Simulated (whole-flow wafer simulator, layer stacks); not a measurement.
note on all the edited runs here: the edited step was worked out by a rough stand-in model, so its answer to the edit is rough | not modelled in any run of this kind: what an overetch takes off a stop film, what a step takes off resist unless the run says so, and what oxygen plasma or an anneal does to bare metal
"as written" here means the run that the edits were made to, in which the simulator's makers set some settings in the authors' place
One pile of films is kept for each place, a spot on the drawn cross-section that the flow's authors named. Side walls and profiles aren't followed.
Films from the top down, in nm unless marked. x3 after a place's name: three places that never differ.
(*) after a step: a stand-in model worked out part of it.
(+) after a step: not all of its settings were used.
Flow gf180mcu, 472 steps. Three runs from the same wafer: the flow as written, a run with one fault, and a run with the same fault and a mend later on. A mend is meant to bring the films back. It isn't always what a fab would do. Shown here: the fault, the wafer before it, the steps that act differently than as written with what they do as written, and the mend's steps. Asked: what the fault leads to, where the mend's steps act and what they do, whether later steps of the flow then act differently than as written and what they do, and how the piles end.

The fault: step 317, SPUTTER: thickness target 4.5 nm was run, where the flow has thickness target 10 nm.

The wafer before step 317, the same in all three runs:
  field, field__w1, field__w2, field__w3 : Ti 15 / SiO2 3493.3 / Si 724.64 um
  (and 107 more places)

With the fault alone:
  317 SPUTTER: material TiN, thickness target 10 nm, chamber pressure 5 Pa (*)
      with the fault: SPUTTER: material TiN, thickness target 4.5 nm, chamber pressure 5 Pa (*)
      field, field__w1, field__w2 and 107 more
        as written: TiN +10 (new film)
        with the fault: TiN +4.5 (new film)
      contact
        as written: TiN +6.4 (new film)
        with the fault: TiN +2.89 (new film)
  Later steps of the flow that act differently than as written (1 more step differs only slightly, by at most 2% or 0.5 nm, whichever is larger, and isn't shown):
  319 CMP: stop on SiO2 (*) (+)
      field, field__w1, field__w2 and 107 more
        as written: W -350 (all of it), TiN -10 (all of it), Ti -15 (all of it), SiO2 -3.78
        with the fault: W -350 (all of it), TiN -4.5 (all of it), Ti -15 (all of it), SiO2 -3.73
  At the end the piles differ from the flow's by more than 2% or 0.5 nm, whichever is larger, at contact.
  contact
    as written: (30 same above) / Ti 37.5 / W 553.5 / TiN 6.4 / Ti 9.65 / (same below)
    with the fault: (30 same above) / Ti 37.5 / W 557.1 / TiN 2.89 / Ti 9.65 / (same below)

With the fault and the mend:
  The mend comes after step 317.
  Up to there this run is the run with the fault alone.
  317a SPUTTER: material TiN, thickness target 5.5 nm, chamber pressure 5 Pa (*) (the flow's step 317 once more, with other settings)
      field, field__w1, field__w2 and 107 more
        TiN +5.5
      contact
        TiN +3.52
  No later step of the flow acts differently than as written at any place that is followed.
  At the end the piles are the same as the flow's at every place that both follow.
